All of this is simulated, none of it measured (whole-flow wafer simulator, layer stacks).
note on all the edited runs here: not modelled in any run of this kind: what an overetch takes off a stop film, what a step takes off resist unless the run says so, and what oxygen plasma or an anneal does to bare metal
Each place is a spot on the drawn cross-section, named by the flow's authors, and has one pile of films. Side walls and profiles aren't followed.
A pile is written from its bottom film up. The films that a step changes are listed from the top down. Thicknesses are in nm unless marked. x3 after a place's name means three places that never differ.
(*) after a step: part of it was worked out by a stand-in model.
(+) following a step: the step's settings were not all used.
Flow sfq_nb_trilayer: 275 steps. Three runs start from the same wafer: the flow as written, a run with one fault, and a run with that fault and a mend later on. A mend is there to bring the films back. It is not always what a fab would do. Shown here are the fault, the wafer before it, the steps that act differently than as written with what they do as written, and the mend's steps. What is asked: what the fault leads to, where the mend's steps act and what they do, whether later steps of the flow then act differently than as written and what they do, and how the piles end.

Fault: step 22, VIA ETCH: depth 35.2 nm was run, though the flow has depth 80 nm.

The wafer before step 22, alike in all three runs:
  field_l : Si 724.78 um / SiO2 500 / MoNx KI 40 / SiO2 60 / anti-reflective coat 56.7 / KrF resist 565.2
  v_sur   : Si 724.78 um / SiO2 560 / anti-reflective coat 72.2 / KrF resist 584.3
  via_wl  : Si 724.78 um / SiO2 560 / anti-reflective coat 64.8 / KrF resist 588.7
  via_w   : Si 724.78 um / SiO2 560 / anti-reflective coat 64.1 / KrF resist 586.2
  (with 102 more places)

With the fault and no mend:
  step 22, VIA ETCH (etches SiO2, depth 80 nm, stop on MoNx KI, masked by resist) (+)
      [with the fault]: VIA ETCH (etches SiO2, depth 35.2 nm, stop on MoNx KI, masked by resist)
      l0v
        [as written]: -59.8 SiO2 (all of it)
        [with the fault]: -35.2 SiO2
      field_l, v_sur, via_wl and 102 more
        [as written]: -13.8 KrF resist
        [with the fault]: -6.07 KrF resist
  Steps later in the flow that act otherwise than as written (3 more steps, not shown, differ only slightly: by at most 2% or 0.5 nm, whichever is larger):
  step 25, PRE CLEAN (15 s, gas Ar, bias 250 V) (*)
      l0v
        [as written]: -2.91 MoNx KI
        [with the fault]: -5 SiO2
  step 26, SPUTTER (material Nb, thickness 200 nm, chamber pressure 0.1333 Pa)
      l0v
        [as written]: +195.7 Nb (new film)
        [with the fault]: +200 Nb (new film)
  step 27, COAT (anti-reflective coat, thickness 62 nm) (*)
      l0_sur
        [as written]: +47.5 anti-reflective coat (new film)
        [with the fault]: +50 anti-reflective coat (new film)
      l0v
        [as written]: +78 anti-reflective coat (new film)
        [with the fault]: +70.8 anti-reflective coat (new film)
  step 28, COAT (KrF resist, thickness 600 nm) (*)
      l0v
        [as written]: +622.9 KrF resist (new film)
        [with the fault]: +608.6 KrF resist (new film)
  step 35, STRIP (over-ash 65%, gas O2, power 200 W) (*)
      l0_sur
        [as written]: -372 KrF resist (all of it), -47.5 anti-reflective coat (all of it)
        [with the fault]: -373.4 KrF resist (all of it), -50 anti-reflective coat (all of it)
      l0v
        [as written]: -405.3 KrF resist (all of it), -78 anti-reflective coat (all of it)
        [with the fault]: -391 KrF resist (all of it), -70.8 anti-reflective coat (all of it)
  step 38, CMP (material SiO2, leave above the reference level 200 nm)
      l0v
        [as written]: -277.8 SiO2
        [with the fault]: -304.6 SiO2
  At l0v, the piles at the end differ from the flow's by more than 2% or 0.5 nm, whichever is larger.
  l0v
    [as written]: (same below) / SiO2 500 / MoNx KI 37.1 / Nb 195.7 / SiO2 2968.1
    [with the fault]: (same below) / SiO2 500 / MoNx KI 40 / SiO2 19.6 / Nb 200 / SiO2 2941.2

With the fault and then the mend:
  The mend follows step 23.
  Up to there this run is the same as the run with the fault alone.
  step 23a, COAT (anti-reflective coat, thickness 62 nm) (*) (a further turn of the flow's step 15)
      p4_fl x3, p4_w1 x9, p4_g1 x2 and 59 more
        +62 anti-reflective coat (new film)
      be, be_sur, gap, jj_sur, res, r_end, moat, field_r
        +63.7 anti-reflective coat (new film)
      ce_l, c5j, ce_r, sp_r, be_r, r_sur
        +63.6 anti-reflective coat (new film)
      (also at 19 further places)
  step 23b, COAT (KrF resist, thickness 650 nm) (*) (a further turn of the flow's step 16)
      p4_fl x3, p4_w1 x9, p4_g1 x2 and 59 more
        +650 KrF resist (new film)
      jj_sur, ce_l, c5j, ce_r, sp_r, be_r, r_sur, res
        +656.8 KrF resist (new film)
      l0r_line_l, l0r_line_c, l0r_line_r
        +646 KrF resist (new film)
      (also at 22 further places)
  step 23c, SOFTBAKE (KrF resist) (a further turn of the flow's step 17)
      does not change any film at any place that is followed
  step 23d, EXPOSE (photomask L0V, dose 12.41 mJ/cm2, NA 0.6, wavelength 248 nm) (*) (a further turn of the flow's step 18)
      does not change any film at any place that is followed
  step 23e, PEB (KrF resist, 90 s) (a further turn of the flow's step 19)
      p4_fl x3, p4_w1 x9, p4_g1 x2 and 59 more
        -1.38 KrF resist
      via_v, wire, be and 16 more
        -1.39 KrF resist
      v_sur, via_w, via_wr, via_sp, ln_m6, lsp_r, l0v
        -1.4 KrF resist
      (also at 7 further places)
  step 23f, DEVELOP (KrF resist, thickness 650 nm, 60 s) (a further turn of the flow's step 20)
      field_l, v_sur, via_wl and 102 more
        -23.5 KrF resist
      l0v
        -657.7 KrF resist (all of it)
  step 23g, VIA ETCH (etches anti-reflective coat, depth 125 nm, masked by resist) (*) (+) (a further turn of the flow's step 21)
      field_l, v_sur, via_wl and 102 more
        -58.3 KrF resist
      l0v
        -70 anti-reflective coat (all of it), -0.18 SiO2
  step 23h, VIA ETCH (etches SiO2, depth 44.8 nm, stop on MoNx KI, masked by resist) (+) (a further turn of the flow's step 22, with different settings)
      field_l, v_sur, via_wl and 102 more
        -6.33 KrF resist
      l0v
        -24.5 SiO2 (all of it)
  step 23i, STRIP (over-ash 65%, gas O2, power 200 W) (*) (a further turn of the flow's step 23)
      p4_fl x3, p4_w1 x9, p4_g1 x2 and 59 more
        -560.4 KrF resist (all of it), -62 anti-reflective coat (all of it)
      ce_l, c5j, ce_r, sp_r, be_r, r_sur
        -567.2 KrF resist (all of it), -63.6 anti-reflective coat (all of it)
      gap, jj_sur, res, r_end
        -567.3 KrF resist (all of it), -63.7 anti-reflective coat (all of it)
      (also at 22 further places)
  None of the later steps of the flow acts differently than as written at any place that is followed.
  By the end, the piles equal the flow's at every place that both follow.
